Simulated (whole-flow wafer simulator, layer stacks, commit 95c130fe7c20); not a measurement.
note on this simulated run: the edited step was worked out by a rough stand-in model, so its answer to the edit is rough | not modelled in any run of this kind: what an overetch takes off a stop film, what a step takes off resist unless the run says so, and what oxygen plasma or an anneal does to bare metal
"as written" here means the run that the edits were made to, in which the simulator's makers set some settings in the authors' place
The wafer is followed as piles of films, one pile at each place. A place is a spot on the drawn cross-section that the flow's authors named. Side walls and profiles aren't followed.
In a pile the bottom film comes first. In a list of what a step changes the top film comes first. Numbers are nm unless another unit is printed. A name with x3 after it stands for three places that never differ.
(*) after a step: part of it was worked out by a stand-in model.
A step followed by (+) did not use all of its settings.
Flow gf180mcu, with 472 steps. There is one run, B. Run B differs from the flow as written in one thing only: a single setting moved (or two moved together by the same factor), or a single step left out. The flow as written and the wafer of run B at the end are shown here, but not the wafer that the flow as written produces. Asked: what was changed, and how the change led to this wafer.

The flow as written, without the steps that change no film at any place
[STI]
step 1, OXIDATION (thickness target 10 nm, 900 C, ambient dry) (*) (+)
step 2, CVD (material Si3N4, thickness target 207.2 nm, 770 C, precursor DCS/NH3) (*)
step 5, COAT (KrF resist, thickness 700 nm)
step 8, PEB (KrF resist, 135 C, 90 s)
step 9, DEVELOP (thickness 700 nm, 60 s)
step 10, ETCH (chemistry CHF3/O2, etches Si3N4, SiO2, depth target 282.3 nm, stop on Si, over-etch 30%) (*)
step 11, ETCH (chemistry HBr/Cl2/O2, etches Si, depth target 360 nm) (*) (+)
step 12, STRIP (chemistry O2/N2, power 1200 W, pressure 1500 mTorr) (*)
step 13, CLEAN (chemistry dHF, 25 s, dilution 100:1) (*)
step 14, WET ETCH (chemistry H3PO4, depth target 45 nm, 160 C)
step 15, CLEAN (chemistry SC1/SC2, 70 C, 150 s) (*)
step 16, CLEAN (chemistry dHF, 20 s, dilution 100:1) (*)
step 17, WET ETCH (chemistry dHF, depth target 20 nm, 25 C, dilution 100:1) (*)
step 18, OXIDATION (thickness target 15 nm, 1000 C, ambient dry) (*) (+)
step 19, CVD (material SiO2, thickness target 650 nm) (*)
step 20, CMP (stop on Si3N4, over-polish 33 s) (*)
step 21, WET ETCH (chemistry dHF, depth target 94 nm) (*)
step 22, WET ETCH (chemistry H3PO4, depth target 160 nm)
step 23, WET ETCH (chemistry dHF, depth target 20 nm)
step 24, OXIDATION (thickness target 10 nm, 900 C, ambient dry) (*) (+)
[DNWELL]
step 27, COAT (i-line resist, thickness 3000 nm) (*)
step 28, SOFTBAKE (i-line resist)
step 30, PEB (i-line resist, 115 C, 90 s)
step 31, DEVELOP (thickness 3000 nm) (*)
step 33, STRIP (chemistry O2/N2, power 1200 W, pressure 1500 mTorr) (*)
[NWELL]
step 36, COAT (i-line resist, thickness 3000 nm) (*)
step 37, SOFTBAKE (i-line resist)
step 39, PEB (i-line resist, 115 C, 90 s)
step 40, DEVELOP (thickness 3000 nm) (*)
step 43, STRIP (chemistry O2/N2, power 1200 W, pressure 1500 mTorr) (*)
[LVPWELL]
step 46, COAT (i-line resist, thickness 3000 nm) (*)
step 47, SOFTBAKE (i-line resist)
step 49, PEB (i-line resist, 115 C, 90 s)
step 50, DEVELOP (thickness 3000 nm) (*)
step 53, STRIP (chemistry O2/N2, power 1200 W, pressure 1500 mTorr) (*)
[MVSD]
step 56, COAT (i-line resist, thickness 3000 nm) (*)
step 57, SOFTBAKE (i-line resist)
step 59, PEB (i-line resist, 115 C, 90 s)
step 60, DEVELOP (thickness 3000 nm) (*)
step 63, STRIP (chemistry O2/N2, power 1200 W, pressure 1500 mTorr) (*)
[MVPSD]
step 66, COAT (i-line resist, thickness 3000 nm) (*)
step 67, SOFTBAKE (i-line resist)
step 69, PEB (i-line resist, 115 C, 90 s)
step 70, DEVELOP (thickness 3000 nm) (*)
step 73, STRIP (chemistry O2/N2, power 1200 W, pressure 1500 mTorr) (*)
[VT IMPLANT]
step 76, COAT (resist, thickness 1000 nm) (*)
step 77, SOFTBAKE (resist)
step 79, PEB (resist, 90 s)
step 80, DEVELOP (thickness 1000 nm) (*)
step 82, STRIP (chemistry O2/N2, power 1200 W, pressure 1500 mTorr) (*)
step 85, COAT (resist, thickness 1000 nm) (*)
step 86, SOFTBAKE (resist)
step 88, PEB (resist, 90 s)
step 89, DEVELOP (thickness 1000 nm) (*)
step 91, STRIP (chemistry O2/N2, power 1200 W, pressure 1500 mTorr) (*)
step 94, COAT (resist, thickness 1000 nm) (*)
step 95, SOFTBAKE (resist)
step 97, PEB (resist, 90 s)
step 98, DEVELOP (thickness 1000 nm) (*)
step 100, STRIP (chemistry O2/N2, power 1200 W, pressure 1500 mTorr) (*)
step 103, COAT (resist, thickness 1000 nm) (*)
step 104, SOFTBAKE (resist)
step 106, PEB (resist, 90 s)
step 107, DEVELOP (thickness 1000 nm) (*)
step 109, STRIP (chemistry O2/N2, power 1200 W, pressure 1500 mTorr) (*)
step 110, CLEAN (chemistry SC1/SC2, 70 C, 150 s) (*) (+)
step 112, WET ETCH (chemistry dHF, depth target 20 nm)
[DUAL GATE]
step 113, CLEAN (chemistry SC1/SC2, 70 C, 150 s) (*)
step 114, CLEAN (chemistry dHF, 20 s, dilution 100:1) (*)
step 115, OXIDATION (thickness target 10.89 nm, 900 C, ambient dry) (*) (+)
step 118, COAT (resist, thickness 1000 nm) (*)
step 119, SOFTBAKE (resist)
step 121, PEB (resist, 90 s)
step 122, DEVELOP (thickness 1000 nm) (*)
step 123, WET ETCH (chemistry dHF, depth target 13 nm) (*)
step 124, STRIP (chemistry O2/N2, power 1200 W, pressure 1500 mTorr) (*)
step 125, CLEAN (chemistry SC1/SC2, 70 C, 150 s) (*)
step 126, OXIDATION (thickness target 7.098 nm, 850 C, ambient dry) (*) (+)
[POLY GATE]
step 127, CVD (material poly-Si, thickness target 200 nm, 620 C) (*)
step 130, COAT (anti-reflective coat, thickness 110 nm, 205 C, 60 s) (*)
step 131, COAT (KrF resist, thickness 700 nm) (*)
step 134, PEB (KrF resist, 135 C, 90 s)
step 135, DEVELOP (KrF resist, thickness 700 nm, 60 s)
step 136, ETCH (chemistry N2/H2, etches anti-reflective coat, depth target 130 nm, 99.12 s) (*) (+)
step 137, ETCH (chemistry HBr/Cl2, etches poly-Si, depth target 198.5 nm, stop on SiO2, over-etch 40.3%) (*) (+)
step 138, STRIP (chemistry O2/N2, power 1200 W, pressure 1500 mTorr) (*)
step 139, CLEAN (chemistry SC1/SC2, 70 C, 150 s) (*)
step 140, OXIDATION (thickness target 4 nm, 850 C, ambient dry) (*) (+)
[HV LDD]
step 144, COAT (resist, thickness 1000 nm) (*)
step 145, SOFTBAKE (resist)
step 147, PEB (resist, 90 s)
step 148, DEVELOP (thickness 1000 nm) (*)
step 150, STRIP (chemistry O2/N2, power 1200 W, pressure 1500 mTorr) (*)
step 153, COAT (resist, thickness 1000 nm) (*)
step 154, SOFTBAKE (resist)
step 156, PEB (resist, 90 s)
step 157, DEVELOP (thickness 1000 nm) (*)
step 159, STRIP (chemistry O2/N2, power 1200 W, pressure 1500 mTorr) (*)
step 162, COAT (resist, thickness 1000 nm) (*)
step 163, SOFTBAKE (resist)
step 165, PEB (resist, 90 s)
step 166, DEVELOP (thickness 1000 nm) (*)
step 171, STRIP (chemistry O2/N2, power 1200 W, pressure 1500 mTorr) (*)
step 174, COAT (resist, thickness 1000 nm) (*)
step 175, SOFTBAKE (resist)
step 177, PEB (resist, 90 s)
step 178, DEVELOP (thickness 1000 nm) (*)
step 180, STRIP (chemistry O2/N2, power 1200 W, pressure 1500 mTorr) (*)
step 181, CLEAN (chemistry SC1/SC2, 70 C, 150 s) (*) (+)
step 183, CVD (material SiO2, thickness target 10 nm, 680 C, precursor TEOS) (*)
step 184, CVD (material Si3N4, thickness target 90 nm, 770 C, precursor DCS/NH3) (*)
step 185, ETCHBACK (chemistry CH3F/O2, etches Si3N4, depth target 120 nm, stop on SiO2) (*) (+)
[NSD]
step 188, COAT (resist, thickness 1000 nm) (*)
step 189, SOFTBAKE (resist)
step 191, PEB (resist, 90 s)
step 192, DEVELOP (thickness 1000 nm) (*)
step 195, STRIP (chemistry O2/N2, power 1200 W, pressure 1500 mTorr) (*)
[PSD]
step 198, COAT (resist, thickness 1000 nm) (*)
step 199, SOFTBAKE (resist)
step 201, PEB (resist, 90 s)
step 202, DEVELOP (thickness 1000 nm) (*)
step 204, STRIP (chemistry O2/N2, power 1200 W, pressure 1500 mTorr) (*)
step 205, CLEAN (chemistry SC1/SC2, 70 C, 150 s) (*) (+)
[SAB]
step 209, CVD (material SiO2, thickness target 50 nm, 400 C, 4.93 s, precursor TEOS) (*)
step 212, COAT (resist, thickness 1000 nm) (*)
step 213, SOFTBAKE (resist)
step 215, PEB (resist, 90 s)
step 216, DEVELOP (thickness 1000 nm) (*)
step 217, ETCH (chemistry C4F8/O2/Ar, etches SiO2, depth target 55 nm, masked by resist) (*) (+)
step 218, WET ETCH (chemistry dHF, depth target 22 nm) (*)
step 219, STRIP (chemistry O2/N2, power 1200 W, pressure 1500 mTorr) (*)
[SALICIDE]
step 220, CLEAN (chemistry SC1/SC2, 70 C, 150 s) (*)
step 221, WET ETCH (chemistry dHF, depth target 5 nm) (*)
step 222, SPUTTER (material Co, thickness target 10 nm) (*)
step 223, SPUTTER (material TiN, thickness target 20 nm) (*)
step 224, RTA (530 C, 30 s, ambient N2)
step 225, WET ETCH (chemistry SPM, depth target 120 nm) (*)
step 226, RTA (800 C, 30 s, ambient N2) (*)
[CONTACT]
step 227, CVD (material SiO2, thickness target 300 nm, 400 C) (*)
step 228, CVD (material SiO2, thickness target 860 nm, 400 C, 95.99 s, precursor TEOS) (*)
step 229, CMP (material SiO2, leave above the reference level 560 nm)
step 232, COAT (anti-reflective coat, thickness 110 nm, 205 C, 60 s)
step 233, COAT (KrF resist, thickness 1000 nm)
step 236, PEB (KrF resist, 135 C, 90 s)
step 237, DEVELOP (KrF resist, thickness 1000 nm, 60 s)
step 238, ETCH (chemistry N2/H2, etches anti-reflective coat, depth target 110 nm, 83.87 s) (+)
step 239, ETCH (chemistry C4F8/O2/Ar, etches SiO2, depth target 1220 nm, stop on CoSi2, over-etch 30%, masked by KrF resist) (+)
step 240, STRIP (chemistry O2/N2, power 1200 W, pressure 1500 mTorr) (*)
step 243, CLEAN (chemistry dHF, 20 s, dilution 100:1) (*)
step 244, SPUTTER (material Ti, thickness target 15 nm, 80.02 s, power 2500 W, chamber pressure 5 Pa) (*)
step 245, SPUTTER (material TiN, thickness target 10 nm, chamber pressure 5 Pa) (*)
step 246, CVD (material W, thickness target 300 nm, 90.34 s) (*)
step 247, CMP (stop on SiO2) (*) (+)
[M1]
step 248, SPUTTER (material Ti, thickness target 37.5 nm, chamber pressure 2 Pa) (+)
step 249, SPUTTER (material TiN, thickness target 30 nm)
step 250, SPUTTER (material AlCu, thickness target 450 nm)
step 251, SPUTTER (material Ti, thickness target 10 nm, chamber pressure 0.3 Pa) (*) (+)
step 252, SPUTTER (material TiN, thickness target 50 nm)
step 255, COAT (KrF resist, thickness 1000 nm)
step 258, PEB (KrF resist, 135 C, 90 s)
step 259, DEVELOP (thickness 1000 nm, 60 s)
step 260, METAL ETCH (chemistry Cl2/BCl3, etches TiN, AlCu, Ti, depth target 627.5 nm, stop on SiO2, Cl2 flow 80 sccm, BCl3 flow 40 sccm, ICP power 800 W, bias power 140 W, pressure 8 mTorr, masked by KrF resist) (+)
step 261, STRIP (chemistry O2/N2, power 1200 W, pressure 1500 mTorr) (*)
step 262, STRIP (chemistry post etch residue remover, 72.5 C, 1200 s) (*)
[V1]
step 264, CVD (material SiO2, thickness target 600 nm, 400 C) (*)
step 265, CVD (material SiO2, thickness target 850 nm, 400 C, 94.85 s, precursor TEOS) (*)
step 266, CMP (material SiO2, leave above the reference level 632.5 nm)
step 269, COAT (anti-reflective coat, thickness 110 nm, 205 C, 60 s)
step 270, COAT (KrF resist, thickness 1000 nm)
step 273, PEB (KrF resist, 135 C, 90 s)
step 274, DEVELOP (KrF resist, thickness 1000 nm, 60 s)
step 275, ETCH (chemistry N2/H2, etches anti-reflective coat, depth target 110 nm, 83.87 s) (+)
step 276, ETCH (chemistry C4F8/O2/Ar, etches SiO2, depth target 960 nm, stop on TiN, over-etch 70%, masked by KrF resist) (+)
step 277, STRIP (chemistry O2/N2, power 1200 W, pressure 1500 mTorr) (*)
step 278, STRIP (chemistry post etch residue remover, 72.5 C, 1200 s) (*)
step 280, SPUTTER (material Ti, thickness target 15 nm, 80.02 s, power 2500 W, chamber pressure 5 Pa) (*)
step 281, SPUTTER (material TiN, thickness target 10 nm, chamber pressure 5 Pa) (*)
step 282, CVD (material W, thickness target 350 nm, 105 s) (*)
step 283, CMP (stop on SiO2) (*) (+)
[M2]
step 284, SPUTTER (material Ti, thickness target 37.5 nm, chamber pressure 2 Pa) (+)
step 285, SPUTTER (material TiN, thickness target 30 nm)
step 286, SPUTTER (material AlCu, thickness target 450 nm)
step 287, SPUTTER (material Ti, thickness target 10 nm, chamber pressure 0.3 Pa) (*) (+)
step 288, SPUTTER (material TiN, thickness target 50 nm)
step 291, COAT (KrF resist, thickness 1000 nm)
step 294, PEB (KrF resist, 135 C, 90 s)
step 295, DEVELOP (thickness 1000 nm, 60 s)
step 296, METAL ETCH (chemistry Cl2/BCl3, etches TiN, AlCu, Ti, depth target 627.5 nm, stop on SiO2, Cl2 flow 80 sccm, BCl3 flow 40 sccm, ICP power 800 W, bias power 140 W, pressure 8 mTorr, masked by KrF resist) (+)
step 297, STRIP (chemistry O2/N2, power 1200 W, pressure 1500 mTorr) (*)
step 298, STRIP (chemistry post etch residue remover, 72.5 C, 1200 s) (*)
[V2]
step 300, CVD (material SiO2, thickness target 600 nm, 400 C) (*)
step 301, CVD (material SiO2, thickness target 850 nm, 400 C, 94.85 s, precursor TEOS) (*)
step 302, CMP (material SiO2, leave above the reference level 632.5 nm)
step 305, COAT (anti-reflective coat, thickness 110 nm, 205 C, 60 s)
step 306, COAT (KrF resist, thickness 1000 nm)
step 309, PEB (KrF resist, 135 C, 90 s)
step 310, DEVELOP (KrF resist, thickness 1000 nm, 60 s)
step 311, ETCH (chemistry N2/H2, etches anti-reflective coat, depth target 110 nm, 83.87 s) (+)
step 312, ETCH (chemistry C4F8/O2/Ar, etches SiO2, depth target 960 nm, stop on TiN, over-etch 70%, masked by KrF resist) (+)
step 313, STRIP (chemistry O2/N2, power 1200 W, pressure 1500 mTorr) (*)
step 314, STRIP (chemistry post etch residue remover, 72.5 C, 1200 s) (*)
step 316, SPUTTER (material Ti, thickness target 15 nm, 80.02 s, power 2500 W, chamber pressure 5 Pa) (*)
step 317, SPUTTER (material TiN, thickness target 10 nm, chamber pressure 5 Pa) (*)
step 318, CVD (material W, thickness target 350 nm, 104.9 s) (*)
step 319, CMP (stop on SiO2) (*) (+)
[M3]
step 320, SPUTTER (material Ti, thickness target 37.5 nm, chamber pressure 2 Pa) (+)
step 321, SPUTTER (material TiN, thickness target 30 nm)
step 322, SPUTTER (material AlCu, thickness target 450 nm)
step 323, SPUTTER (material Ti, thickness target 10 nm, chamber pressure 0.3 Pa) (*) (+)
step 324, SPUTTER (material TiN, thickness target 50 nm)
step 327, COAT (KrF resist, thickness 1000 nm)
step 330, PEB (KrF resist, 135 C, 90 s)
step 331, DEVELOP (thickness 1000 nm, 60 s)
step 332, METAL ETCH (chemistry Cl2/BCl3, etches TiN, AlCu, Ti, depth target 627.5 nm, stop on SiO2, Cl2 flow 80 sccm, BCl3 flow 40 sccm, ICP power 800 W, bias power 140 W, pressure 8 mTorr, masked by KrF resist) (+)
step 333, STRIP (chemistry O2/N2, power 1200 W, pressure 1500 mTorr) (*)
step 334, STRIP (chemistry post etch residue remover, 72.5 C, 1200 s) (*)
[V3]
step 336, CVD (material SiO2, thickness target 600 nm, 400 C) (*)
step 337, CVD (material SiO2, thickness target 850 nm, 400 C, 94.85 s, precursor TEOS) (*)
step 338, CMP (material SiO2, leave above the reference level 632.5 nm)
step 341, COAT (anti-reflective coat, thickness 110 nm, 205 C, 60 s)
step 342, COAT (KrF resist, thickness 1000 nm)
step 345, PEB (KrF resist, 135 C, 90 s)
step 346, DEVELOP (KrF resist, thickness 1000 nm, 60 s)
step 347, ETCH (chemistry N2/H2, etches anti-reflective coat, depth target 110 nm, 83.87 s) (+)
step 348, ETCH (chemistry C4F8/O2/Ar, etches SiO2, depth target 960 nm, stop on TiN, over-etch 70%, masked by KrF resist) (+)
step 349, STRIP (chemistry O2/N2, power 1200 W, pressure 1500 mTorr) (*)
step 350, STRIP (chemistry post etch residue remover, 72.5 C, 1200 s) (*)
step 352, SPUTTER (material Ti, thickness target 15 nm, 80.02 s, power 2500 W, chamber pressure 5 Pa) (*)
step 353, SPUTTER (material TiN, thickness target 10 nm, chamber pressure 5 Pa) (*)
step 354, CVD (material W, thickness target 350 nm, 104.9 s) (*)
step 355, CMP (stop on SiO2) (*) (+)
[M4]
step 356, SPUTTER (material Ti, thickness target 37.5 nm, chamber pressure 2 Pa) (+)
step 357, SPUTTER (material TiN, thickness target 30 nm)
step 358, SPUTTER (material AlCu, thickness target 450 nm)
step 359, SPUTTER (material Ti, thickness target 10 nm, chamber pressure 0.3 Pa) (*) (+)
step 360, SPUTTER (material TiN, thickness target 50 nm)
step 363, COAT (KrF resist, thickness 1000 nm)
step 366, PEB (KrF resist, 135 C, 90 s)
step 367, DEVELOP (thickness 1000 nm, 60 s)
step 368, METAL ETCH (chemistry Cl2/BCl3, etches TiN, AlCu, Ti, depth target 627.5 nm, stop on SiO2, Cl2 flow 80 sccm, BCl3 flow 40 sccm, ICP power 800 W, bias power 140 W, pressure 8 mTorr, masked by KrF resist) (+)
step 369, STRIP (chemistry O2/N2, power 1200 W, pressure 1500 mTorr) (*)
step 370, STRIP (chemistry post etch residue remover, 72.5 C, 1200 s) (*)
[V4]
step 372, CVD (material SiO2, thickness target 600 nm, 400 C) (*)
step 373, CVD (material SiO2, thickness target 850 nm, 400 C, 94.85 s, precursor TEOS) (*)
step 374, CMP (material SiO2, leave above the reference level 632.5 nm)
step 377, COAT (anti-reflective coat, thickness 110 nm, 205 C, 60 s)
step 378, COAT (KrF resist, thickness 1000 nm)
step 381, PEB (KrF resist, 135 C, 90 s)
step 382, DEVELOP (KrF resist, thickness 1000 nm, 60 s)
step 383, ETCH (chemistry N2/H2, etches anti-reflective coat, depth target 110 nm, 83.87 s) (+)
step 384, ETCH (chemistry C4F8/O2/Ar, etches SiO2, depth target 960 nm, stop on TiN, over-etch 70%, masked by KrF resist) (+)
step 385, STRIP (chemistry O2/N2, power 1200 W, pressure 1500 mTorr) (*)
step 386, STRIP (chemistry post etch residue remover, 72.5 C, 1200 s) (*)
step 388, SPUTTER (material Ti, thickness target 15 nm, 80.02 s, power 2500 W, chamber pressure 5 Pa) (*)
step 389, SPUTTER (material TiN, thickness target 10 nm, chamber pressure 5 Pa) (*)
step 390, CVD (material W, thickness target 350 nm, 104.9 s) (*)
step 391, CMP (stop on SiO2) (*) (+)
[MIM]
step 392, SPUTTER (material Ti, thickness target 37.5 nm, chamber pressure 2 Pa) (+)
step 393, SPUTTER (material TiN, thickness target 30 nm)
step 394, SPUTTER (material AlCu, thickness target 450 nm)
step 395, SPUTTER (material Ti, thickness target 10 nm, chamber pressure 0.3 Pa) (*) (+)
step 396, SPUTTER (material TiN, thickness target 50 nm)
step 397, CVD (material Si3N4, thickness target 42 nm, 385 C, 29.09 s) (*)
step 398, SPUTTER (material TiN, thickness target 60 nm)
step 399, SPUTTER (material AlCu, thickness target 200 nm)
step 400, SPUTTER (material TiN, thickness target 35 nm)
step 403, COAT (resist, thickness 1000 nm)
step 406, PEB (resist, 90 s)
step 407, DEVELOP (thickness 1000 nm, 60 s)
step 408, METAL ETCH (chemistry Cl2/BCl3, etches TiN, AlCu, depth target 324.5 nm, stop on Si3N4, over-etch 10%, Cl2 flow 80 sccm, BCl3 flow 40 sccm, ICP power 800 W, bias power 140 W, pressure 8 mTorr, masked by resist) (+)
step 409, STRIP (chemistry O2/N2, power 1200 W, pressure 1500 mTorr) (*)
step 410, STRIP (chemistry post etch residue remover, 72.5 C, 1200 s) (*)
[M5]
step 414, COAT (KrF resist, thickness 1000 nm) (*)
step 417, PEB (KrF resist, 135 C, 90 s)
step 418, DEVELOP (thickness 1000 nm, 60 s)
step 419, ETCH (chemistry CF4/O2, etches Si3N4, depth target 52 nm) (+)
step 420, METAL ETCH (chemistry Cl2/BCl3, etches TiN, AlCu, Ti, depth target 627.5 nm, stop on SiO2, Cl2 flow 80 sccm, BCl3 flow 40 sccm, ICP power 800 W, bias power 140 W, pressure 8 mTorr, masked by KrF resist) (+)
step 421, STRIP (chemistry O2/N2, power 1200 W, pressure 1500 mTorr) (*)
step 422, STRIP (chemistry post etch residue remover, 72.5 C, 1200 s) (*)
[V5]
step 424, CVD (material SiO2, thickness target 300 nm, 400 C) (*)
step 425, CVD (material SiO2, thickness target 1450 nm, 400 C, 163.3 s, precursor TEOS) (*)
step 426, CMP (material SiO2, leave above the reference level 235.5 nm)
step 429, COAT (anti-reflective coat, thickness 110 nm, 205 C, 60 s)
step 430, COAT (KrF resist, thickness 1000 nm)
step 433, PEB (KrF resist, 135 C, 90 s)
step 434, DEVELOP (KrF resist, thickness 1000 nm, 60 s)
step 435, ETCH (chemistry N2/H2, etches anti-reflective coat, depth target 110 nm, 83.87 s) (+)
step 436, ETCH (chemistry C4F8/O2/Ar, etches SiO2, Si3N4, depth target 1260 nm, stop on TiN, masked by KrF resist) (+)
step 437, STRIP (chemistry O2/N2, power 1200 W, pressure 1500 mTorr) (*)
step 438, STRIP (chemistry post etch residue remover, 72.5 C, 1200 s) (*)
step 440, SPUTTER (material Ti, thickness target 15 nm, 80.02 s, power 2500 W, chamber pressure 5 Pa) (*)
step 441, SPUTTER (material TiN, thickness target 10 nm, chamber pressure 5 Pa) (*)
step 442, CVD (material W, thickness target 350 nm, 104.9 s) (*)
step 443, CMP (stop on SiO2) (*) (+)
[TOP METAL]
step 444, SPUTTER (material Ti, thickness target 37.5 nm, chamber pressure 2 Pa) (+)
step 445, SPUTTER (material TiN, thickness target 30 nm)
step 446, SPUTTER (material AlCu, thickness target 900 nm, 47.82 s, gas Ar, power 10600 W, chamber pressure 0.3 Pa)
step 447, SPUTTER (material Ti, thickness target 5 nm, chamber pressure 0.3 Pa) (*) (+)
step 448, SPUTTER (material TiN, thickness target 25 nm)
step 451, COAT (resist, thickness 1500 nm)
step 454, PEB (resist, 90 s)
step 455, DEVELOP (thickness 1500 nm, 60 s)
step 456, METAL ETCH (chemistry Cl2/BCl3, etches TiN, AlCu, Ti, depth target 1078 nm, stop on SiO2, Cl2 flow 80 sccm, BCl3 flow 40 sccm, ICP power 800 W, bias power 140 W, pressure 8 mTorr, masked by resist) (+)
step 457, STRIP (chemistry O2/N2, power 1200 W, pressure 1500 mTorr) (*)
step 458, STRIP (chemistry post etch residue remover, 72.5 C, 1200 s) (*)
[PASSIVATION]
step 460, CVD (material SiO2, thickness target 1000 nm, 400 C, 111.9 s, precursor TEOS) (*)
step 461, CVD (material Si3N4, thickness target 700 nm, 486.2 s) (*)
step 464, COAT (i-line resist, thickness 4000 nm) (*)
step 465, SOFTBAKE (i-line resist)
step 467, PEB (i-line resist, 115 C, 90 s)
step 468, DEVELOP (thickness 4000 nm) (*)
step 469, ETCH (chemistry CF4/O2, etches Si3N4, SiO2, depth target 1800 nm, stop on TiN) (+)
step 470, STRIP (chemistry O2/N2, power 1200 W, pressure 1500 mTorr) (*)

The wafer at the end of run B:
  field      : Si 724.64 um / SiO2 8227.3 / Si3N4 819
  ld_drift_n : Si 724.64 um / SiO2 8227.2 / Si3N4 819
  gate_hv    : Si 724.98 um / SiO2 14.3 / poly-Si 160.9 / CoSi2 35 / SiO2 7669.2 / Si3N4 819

The reason: step 461, CVD: thickness target 819 nm was run, whereas the flow has thickness target 700 nm; step 469, ETCH: depth target 2110 nm was run, where the flow has depth target 1800 nm.
The wafer itself shows it: field has Si3N4 819, and step 461 as written asks for 700 nm.

The path from the change to this, step by step:
  step 461, CVD (material Si3N4, thickness target 700 nm, 486.2 s) (*)
      field, field__w1, field__w2 and 109 more: Si3N4 gains 819 (new film) (it would be, as written: Si3N4 gains 700 (new film))
  step 465, SOFTBAKE (i-line resist)
      gate_nat: i-line resist loses 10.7 (it would be, as written: i-line resist loses 9.98)
      nw_enc_fld_lv: i-line resist loses 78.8 (it would be, as written: i-line resist loses 77.1)
      (also at 1 further place)
  step 469, ETCH (chemistry CF4/O2, etches Si3N4, SiO2, depth target 1800 nm, stop on TiN) (+)
      field, field__w1, field__w2 and 108 more: i-line resist loses 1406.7 (it would be, as written: i-line resist loses 1200)
      pad: Si3N4 loses 819 (all of it), SiO2 loses 1000 (all of it) (it would be, as written: Si3N4 loses 700 (all of it), SiO2 loses 1000 (all of it))
  step 470, STRIP (chemistry O2/N2, power 1200 W, pressure 1500 mTorr) (*)
      iso_ptap_pw, iso_ntap_nw, iso_nw_fld and 33 more: i-line resist loses 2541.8 (all of it) (it would be, as written: i-line resist loses 2748.5 (all of it))
      field__w7, field__w11, field__w13, mim, ppoly_u, npoly_sal: i-line resist loses 2596.8 (all of it) (it would be, as written: i-line resist loses 2802.7 (all of it))
      (also at 69 further places)
